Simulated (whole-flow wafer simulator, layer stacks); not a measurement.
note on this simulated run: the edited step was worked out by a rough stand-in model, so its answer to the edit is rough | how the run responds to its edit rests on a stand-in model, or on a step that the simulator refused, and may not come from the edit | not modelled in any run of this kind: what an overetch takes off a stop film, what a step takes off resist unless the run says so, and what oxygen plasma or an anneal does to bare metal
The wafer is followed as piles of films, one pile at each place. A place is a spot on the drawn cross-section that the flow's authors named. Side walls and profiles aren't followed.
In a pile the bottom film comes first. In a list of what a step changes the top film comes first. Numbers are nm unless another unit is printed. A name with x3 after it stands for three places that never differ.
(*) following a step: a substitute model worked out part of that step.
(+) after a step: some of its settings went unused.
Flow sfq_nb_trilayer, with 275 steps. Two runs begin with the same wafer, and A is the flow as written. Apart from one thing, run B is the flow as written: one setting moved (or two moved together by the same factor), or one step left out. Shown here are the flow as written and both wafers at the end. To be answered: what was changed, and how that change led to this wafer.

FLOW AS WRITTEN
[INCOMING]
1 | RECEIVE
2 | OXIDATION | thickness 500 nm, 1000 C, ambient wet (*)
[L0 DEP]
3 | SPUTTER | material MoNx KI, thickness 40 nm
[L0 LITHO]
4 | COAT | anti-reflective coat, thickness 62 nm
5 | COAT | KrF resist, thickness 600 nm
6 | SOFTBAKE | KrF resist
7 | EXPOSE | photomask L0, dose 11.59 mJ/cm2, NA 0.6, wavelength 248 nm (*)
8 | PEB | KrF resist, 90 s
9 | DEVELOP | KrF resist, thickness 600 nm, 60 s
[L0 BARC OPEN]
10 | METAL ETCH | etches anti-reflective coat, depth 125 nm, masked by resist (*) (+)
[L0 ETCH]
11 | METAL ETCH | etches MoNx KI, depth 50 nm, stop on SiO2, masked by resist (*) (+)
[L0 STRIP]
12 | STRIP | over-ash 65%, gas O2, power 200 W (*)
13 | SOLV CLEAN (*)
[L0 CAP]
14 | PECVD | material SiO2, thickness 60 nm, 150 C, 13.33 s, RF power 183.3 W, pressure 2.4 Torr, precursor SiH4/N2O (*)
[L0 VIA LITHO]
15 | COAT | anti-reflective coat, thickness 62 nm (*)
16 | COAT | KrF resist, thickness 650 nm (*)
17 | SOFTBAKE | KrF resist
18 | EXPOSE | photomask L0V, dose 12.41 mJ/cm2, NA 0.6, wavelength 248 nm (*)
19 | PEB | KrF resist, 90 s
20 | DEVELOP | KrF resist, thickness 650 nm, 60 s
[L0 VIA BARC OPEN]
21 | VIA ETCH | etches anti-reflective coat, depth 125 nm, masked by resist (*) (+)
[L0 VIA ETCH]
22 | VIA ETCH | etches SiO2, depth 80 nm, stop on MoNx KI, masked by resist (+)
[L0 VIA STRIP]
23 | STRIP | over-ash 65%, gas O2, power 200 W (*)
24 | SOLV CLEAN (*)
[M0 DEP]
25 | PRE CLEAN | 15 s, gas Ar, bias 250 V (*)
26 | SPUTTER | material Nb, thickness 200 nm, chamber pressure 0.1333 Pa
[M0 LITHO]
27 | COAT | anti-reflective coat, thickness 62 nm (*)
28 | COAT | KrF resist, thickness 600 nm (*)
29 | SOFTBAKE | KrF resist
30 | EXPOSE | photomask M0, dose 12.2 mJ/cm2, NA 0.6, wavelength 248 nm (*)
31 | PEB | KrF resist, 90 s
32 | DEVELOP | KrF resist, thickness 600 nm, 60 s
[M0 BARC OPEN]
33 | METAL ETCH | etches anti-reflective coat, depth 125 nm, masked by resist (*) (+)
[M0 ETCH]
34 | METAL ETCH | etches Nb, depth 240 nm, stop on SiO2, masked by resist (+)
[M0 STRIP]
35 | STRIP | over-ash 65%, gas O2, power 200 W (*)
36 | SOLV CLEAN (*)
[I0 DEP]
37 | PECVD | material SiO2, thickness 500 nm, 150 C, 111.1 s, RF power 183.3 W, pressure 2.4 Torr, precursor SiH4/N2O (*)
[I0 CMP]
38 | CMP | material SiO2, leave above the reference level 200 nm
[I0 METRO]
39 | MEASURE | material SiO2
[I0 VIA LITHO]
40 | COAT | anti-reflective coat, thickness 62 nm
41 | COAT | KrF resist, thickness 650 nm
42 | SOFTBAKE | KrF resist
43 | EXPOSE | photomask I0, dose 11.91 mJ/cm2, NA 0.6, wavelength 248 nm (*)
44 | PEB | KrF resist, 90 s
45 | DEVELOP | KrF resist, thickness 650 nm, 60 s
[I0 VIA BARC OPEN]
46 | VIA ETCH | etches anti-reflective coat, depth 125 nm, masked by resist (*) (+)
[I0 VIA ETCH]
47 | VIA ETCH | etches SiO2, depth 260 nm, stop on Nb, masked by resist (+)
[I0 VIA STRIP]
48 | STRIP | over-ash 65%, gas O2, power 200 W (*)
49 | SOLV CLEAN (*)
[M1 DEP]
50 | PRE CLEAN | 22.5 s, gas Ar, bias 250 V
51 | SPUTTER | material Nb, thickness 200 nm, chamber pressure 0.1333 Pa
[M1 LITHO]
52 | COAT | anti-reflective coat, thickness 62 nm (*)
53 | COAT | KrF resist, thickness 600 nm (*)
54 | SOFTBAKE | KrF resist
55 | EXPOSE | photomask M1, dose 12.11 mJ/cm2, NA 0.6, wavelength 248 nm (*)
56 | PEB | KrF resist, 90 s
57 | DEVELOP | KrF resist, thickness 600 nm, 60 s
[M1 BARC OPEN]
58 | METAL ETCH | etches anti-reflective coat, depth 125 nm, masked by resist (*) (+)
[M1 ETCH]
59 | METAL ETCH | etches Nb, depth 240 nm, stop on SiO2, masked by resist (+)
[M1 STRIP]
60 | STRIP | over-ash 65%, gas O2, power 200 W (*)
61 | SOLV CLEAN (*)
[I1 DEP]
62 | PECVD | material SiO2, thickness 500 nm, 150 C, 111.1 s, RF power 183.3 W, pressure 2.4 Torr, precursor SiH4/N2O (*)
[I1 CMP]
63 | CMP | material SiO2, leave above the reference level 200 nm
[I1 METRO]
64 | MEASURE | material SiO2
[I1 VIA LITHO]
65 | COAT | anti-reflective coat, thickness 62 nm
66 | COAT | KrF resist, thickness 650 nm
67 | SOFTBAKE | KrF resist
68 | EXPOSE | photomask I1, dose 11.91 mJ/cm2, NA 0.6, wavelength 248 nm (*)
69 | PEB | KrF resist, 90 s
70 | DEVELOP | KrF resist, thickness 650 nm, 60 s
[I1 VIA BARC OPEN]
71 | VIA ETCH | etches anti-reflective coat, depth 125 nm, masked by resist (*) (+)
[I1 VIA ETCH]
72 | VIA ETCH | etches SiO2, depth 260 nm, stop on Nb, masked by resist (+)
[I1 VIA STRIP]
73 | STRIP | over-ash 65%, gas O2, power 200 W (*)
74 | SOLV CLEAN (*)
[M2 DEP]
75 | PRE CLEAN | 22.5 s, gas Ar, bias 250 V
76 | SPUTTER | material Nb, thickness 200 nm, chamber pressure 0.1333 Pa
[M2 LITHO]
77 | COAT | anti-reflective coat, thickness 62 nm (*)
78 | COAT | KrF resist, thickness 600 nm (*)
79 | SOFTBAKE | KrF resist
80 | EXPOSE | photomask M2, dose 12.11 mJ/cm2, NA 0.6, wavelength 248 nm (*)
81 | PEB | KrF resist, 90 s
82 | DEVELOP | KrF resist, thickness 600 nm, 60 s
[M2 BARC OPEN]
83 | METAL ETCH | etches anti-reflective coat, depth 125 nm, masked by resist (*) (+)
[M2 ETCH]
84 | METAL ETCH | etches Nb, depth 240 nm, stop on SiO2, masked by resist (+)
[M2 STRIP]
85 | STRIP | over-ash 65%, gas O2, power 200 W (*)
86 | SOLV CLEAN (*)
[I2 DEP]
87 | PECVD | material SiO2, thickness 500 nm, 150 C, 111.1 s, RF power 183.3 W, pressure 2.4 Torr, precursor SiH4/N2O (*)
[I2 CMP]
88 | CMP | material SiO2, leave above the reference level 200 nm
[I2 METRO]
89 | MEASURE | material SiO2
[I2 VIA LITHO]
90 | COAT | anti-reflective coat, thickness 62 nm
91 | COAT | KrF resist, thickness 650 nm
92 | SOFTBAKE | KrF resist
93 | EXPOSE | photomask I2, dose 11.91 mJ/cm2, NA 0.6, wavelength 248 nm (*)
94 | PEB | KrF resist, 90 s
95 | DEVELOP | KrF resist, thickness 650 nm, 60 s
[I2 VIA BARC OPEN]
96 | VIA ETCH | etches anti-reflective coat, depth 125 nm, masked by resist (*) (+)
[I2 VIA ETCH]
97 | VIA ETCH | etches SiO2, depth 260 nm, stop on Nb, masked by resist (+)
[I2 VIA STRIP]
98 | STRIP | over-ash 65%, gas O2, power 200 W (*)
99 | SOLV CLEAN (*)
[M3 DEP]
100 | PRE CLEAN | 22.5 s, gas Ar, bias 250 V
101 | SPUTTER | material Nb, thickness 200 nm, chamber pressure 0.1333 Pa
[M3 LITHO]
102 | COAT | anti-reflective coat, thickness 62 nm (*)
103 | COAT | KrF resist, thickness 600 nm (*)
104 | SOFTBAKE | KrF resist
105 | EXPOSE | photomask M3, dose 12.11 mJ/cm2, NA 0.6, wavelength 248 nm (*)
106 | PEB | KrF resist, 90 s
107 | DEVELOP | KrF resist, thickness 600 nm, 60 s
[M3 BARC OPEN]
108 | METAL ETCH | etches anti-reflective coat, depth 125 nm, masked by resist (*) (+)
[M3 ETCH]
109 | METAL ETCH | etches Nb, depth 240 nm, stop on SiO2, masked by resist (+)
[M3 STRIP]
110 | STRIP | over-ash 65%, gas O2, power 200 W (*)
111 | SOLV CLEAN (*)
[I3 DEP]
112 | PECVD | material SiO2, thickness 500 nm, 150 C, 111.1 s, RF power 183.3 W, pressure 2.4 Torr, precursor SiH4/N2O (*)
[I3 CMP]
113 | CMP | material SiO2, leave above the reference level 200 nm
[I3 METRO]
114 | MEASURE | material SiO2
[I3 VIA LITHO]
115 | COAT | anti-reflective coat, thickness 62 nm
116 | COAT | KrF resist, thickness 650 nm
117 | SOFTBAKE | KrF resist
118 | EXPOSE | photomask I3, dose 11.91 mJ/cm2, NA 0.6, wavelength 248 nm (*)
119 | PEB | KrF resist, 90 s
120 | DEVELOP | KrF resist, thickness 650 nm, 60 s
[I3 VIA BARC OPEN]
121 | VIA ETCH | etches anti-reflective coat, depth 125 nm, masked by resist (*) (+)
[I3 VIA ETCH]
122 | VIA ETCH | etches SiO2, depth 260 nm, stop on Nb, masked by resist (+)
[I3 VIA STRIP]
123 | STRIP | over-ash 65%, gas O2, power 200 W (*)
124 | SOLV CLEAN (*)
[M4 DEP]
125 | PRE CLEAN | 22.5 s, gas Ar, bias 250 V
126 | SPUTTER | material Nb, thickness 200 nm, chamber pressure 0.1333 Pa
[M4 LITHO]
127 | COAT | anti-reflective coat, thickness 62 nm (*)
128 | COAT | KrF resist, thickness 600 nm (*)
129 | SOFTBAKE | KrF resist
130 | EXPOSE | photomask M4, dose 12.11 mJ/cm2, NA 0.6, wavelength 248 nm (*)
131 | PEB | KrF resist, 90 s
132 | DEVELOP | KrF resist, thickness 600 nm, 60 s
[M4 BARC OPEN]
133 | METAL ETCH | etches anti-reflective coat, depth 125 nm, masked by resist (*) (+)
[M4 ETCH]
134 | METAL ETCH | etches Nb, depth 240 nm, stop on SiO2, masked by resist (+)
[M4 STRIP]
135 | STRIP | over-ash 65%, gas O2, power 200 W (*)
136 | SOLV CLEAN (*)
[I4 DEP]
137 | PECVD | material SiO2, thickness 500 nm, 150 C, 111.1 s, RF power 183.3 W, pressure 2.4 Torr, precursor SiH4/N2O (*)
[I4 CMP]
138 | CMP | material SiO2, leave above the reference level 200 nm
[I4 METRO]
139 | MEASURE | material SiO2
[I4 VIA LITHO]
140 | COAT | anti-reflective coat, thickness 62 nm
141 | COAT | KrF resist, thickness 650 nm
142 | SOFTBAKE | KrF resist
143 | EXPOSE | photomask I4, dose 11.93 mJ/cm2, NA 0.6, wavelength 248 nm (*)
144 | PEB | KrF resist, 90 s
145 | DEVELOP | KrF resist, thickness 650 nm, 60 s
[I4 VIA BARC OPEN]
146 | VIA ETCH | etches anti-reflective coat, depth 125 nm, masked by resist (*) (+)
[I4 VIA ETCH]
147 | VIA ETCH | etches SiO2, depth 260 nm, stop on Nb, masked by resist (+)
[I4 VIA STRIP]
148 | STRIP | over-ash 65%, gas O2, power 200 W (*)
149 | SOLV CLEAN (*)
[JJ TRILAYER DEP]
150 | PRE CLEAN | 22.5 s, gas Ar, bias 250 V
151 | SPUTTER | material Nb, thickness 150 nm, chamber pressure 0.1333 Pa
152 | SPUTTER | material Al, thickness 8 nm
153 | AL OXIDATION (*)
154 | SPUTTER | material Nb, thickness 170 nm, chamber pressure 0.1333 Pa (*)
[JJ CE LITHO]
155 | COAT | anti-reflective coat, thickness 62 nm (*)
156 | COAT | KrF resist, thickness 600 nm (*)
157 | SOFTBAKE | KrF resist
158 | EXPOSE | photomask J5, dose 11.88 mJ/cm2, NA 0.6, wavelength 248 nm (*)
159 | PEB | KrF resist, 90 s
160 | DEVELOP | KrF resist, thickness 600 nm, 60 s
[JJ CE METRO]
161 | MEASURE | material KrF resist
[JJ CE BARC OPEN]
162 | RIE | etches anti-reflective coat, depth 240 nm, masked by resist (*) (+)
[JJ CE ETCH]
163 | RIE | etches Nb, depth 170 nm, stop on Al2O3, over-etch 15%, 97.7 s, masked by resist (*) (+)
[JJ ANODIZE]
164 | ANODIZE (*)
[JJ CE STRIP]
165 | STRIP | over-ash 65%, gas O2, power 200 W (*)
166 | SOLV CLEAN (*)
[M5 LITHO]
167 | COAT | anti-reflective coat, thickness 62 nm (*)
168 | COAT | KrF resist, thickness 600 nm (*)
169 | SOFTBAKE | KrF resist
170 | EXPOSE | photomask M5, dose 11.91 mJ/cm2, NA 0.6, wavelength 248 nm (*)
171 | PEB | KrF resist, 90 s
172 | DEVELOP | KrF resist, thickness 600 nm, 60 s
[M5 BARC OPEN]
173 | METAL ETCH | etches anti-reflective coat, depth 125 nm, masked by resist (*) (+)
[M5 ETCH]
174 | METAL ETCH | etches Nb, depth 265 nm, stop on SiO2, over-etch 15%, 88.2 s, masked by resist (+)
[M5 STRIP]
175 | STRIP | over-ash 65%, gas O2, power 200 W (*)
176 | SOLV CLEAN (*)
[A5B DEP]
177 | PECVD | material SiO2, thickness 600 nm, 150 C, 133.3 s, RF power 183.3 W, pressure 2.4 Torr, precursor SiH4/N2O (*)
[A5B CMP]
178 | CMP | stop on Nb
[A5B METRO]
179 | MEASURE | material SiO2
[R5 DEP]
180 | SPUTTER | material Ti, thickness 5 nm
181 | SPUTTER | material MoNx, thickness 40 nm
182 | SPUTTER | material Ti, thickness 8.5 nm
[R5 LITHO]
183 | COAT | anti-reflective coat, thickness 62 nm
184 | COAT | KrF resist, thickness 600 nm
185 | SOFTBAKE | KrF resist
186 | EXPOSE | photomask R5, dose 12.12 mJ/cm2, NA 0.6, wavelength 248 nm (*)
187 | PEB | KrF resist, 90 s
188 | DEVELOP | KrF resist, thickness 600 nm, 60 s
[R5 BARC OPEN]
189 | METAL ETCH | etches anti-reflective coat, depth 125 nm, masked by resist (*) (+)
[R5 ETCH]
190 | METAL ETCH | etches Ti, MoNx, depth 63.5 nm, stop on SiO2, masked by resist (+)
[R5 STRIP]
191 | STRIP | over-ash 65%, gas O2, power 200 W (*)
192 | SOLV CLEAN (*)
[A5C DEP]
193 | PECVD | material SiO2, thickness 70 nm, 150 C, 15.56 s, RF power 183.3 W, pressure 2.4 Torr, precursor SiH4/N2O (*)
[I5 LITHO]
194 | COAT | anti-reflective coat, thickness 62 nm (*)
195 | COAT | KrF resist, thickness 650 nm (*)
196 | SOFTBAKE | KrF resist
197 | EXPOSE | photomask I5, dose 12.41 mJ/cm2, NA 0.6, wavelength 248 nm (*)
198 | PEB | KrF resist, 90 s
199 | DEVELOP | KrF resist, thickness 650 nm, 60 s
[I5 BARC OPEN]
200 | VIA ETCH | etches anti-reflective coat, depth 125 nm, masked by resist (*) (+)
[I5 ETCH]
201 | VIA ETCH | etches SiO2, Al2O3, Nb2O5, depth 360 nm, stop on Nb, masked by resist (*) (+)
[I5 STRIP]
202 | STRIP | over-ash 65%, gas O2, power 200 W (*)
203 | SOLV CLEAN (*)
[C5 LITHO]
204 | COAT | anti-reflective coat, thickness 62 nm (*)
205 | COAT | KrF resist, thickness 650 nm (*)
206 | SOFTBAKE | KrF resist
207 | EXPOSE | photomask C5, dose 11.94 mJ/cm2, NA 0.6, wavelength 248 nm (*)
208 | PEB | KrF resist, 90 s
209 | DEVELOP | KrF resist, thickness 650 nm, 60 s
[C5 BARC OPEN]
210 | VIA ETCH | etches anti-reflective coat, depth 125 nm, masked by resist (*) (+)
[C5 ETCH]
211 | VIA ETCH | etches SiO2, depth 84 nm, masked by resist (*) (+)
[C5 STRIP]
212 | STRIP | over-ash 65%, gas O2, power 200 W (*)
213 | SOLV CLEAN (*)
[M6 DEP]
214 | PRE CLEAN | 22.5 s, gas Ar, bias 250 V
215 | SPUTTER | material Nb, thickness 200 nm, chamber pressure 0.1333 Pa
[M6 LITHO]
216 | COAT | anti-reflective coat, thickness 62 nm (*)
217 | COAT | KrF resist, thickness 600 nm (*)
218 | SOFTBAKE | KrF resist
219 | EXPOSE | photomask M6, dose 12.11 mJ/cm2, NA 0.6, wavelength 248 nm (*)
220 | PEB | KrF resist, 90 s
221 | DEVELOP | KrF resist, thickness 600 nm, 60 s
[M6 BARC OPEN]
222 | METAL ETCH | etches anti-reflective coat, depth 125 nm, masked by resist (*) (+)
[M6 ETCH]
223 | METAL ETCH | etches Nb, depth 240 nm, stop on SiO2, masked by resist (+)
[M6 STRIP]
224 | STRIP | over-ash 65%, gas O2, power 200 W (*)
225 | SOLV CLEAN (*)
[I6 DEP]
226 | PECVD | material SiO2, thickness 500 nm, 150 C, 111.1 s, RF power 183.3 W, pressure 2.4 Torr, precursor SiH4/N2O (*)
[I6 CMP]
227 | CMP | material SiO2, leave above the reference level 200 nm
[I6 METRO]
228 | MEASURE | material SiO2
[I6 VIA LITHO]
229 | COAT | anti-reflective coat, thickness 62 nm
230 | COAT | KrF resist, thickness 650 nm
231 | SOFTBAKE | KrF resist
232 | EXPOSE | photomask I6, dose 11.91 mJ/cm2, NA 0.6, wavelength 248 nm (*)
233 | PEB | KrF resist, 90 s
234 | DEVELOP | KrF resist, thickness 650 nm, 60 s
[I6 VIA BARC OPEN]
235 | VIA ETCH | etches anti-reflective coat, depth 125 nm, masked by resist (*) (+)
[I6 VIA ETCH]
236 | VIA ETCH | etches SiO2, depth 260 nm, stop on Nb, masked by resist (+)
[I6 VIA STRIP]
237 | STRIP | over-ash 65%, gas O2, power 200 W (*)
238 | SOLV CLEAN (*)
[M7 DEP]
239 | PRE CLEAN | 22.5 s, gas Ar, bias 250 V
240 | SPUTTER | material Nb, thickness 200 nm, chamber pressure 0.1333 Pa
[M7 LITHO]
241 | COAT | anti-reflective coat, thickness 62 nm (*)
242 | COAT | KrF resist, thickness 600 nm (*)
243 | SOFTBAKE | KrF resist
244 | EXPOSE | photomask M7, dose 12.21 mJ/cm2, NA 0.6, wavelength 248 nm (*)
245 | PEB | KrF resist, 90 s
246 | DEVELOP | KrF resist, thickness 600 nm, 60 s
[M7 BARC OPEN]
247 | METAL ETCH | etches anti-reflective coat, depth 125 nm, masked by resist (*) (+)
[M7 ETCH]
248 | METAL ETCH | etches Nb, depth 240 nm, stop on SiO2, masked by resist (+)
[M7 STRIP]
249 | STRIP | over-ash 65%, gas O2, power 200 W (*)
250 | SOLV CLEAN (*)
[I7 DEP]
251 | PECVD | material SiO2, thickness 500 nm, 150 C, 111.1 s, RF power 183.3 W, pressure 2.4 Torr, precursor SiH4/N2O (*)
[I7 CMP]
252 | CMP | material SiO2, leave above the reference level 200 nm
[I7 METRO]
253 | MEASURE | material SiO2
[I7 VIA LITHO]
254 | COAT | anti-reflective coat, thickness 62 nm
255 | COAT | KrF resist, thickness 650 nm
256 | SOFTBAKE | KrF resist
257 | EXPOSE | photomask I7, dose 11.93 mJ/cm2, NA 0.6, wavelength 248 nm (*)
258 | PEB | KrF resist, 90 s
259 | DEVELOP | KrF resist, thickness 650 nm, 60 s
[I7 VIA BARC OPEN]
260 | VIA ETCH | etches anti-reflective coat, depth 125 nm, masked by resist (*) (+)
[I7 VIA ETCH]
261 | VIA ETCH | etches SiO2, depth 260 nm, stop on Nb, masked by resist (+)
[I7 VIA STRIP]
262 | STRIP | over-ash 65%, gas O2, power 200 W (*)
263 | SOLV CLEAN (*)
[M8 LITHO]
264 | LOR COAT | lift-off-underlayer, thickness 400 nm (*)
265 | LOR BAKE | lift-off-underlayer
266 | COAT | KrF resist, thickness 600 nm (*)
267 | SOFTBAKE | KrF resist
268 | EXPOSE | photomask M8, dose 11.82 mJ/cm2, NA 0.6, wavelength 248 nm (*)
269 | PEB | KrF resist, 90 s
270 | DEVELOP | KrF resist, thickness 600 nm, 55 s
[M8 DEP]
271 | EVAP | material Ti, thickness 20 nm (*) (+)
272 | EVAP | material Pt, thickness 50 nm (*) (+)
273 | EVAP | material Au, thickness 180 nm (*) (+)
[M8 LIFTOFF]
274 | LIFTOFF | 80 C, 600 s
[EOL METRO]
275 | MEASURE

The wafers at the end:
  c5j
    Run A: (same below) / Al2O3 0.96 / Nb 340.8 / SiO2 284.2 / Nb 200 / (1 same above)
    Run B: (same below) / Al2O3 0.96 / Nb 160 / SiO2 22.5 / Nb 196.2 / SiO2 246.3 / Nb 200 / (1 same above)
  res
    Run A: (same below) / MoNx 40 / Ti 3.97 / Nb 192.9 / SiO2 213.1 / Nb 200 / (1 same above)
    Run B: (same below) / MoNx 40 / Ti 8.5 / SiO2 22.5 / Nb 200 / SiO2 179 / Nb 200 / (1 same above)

What caused this: step 211, VIA ETCH: depth 39.9 nm was run, though the flow has depth 84 nm.

How this came from the change, step by step:
  211 | VIA ETCH | etches SiO2, depth 84 nm, masked by resist (*) (+)
      c5j: A SiO2 loses 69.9 (all of it), Nb loses 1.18 | B SiO2 loses 39.9
      res: A SiO2 loses 69.9 (all of it) | B SiO2 loses 39.9
      (as well as at 104 more places)
  214 | PRE CLEAN | 22.5 s, gas Ar, bias 250 V
      c5j: A Nb loses 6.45 | B SiO2 loses 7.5
      res: A Ti loses 4.53 | B SiO2 loses 7.5
  215 | SPUTTER | material Nb, thickness 200 nm, chamber pressure 0.1333 Pa
      c5j: A Nb gains 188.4 | B Nb gains 196.2 (new film)
      res: A Nb gains 192.9 (new film) | B Nb gains 200 (new film)
  216 | COAT | anti-reflective coat, thickness 62 nm (*)
      ce_l: A anti-reflective coat gains 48 (new film) | B anti-reflective coat gains 55.7 (new film)
      c5j: A anti-reflective coat gains 110.7 (new film) | B anti-reflective coat gains 89.3 (new film)
      (as well as at 5 more places)
  217 | COAT | KrF resist, thickness 600 nm (*)
      c5j: A KrF resist gains 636 (new film) | B KrF resist gains 623.1 (new film)
      res: A KrF resist gains 605.2 (new film) | B KrF resist gains 590.8 (new film)
  224 | STRIP | over-ash 65%, gas O2, power 200 W (*)
      ce_l: A KrF resist loses 397.1 (all of it), anti-reflective coat loses 48 (all of it) | B KrF resist loses 392.5 (all of it), anti-reflective coat loses 55.7 (all of it)
      c5j: A KrF resist loses 418.3 (all of it), anti-reflective coat loses 110.7 (all of it) | B KrF resist loses 405.4 (all of it), anti-reflective coat loses 89.3 (all of it)
      (as well as at 5 more places)
  226 | PECVD | material SiO2, thickness 500 nm, 150 C, 111.1 s, RF power 183.3 W, pressure 2.4 Torr, precursor SiH4/N2O (*)
      c5j: A SiO2 gains 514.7 (new film) | B SiO2 gains 500 (new film)
  227 | CMP | material SiO2, leave above the reference level 200 nm
      c5j: A SiO2 loses 223 | B SiO2 loses 246.2
      res: A SiO2 loses 279.4 | B SiO2 loses 313.5
With metal films that touch counted as one body, c5j has 5 bodies (between them, from the top down: SiO2 246.3; SiO2 22.5; Al2O3 0.96; SiO2 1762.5); the flow as written gives 4 bodies (between them, from the top down: SiO2 284.2; Al2O3 0.96; SiO2 1762.5).
With metal films that touch counted as one body, res has 4 bodies (between them, from the top down: SiO2 179; SiO2 22.5; SiO2 2090.9); the flow as written gives 3 bodies (between them, from the top down: SiO2 213.1; SiO2 2090.9).
